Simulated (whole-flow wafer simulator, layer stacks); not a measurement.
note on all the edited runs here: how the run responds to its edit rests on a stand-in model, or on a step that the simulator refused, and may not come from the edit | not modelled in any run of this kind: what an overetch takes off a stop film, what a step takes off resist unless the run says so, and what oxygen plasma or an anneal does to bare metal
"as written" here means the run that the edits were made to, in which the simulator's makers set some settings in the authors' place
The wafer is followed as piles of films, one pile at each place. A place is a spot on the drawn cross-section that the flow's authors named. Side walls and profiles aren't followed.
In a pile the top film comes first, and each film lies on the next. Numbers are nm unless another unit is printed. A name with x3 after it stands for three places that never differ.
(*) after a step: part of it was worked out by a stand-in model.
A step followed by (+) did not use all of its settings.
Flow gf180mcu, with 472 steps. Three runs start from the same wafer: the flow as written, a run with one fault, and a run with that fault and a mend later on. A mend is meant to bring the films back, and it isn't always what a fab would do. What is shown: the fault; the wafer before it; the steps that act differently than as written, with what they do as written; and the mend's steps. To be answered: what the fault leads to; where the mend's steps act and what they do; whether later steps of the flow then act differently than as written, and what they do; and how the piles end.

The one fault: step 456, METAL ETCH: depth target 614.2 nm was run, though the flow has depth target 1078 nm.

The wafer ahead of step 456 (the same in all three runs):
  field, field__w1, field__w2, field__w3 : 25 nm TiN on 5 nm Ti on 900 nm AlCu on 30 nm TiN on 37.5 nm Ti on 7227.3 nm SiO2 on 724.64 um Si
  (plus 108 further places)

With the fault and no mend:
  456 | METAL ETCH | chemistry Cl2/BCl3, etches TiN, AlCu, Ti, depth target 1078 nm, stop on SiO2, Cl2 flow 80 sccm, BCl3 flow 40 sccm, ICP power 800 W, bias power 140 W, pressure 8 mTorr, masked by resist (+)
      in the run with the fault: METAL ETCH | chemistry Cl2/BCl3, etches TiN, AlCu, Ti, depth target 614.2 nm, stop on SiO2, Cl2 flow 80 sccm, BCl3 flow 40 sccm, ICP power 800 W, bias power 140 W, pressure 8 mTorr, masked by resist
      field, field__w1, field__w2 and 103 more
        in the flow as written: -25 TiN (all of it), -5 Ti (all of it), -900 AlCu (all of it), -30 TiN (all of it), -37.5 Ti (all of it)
        in the run with the fault: -25 TiN (all of it), -5 Ti (all of it), -584.2 AlCu
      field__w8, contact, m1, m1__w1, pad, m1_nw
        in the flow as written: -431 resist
        in the run with the fault: -245.7 resist
  Steps later in the flow that act otherwise than as written:
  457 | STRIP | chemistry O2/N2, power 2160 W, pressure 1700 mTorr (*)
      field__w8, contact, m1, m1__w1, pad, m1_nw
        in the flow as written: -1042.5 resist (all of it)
        in the run with the fault: -1227.8 resist (all of it)
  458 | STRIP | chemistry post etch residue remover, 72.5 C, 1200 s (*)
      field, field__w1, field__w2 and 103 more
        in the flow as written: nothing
        in the run with the fault: -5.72 AlCu
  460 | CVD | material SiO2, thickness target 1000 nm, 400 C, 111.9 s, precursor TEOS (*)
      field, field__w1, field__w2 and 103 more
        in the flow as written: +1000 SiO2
        in the run with the fault: +1000 SiO2 (new film)
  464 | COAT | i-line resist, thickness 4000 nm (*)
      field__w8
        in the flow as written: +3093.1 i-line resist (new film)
        in the run with the fault: +3430 i-line resist (new film)
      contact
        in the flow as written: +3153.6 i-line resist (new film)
        in the run with the fault: +3460.4 i-line resist (new film)
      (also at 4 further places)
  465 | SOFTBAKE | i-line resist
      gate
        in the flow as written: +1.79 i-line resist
        in the run with the fault: -0.79 i-line resist
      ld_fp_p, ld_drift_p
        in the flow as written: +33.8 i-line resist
        in the run with the fault: +18 i-line resist
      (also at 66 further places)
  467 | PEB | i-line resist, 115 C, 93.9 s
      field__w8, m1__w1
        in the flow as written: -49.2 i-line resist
        in the run with the fault: -56.1 i-line resist
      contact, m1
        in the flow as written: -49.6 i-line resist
        in the run with the fault: -56.3 i-line resist
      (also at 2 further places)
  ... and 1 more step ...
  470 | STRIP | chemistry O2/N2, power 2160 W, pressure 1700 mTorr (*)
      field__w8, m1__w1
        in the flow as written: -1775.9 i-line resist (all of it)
        in the run with the fault: -2137.9 i-line resist (all of it)
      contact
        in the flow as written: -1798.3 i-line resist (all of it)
        in the run with the fault: -2149.4 i-line resist (all of it)
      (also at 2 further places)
  At field, field__w1, field__w2 and 103 more, the piles at the end differ from the flow's by more than 2% or 0.5 nm, whichever is larger.
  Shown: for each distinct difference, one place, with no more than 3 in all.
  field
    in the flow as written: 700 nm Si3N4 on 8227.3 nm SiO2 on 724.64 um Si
    in the run with the fault: 700 nm Si3N4 on 1000 nm SiO2 on 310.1 nm AlCu on 30 nm TiN on 37.5 nm Ti on 7227.3 nm SiO2 on 724.64 um Si
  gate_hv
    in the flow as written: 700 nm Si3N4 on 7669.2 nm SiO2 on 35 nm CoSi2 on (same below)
    in the run with the fault: 700 nm Si3N4 on 1000 nm SiO2 on 310.1 nm AlCu on 30 nm TiN on 37.5 nm Ti on 6669.2 nm SiO2 on 35 nm CoSi2 on (same below)
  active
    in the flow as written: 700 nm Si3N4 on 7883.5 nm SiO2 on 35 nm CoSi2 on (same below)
    in the run with the fault: 700 nm Si3N4 on 1000 nm SiO2 on 310.1 nm AlCu on 30 nm TiN on 37.5 nm Ti on 6883.5 nm SiO2 on 35 nm CoSi2 on (same below)

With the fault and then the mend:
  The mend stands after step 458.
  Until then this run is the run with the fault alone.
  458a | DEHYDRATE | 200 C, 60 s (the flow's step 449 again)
      alters no film at any place that is followed
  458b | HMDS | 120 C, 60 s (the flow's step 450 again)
      alters no film at any place that is followed
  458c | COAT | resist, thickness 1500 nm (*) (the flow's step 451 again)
      iso_ptap_pw, iso_ntap_nw, iso_nw_fld and 33 more
        +1500 resist (new film)
      field_sub, field_sub__w1, field_sub__w2 and 7 more
        +1508 resist (new film)
      ld_acc_n, ld_fp_n, ld_drift_n, ld_drn_n, ld_drift_p, ld_drn_p, ld_body_p_dnw
        +1508.1 resist (new film)
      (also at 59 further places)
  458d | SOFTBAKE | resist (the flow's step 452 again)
      sd_p_hv, gate_p_hv, nw_enc_fld
        -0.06 resist
      field__w7, ld_sd_n
        -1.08 resist
      field__w9, ld_body_p_dnw
        -0.11 resist
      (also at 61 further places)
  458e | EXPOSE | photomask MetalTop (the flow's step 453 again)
      alters no film at any place that is followed
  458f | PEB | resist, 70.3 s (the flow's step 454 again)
      field__w2, field__w3, field__w5 and 41 more
        -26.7 resist
      iso_ptap_pw, iso_ntap_nw, iso_nw_fld and 33 more
        -26.5 resist
      p_well, sti, spacer, sd_n, mim_1p0, dice_street, ld_gate_n, ld_acc_n
        -26.6 resist
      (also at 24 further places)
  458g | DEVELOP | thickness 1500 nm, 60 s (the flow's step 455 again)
      iso_ptap_pw, iso_ntap_nw, iso_nw_fld and 33 more
        -1473.5 resist (all of it)
      field__w2, field__w3, field__w12, sd_p_hv, npoly_sal, ppoly_sal, nw_enc_fld, nw_enc_fld__w1
        -1481.5 resist (all of it)
      field__w5, field__w9, field__w11, field__w13, mim, nplus_u, ppoly_u
        -1481.7 resist (all of it)
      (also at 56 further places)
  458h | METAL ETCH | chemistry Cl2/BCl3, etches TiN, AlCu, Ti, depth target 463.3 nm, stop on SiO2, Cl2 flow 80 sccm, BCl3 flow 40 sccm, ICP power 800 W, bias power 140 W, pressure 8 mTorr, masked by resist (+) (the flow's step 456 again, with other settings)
      field, field__w1, field__w2 and 103 more
        -310.1 AlCu (all of it), -30 TiN (all of it), -37.5 Ti (all of it)
      field__w8, contact, m1, m1__w1, pad, m1_nw
        -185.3 resist
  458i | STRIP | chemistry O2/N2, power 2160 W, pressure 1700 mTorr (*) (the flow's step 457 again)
      field__w8
        -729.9 resist (all of it)
      contact
        -728.4 resist (all of it)
      m1
        -728.5 resist (all of it)
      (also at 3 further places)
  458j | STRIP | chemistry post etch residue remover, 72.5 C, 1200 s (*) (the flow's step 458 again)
      field__w8, contact, m1, m1__w1, pad, m1_nw
        -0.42 TiN
  None of the later steps of the flow differs from how it acts as written, at any place that is followed, by more than 2% or 0.5 nm, whichever is larger.
  The piles end only slightly different from the flow's at the places that both follow, by no more than 2% or 0.5 nm, whichever is larger.
